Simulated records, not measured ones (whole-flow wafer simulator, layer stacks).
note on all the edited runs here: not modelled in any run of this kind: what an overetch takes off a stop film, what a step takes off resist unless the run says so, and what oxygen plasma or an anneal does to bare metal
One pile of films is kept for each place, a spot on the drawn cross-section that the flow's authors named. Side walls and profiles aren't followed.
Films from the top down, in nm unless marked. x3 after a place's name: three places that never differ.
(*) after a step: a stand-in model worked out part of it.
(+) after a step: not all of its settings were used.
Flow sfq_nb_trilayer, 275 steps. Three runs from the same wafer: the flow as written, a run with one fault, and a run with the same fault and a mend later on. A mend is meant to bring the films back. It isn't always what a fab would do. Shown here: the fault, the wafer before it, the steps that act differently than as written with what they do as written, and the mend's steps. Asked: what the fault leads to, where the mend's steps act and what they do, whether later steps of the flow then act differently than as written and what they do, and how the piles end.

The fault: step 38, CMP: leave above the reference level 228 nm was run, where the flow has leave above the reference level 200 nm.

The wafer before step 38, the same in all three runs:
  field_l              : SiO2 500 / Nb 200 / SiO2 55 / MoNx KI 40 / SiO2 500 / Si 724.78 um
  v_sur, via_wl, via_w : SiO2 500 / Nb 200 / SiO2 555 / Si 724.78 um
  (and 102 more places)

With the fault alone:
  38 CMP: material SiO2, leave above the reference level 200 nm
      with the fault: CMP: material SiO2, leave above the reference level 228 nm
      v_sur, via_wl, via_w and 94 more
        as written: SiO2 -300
        with the fault: SiO2 -272
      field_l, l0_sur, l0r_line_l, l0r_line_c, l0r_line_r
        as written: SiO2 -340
        with the fault: SiO2 -312
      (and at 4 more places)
  Later steps of the flow that act differently than as written (3 more steps differ only slightly, by at most 2% or 0.5 nm, whichever is larger, and aren't shown):
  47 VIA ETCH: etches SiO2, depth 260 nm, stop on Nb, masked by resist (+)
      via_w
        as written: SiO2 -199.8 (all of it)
        with the fault: SiO2 -227.8 (all of it)
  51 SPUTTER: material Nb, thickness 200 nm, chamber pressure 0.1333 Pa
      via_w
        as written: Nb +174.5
        with the fault: Nb +169.3
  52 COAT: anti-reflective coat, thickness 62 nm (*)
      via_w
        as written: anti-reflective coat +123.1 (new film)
        with the fault: anti-reflective coat +129 (new film)
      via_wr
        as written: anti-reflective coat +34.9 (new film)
        with the fault: anti-reflective coat +34 (new film)
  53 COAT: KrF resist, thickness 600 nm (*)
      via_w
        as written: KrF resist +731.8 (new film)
        with the fault: KrF resist +754.7 (new film)
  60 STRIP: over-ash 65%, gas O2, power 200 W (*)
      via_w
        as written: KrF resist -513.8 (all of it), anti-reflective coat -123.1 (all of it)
        with the fault: KrF resist -536.7 (all of it), anti-reflective coat -129 (all of it)
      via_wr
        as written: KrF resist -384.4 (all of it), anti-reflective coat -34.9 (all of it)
        with the fault: KrF resist -381.9 (all of it), anti-reflective coat -34 (all of it)
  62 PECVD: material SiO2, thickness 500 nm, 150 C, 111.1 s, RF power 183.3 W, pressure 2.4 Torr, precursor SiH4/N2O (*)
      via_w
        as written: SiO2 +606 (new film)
        with the fault: SiO2 +639.3 (new film)
  At the end the piles differ from the flow's by more than 2% or 0.5 nm, whichever is larger, at v_sur, via_wl, via_w and 37 more.
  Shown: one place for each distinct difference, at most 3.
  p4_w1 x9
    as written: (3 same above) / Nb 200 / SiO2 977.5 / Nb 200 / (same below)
    with the fault: (3 same above) / Nb 200 / SiO2 1005.5 / Nb 200 / (same below)
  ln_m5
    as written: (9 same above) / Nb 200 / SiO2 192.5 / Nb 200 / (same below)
    with the fault: (9 same above) / Nb 200 / SiO2 220.5 / Nb 200 / (same below)
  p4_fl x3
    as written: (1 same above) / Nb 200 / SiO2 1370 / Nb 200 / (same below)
    with the fault: (1 same above) / Nb 200 / SiO2 1398 / Nb 200 / (same below)

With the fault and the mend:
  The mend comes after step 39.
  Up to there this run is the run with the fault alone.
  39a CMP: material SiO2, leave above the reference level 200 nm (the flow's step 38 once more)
      field_l, v_sur, via_wl and 103 more
        SiO2 -28
  No later step of the flow acts differently than as written at any place that is followed.
  At the end the piles are the same as the flow's at every place that both follow.
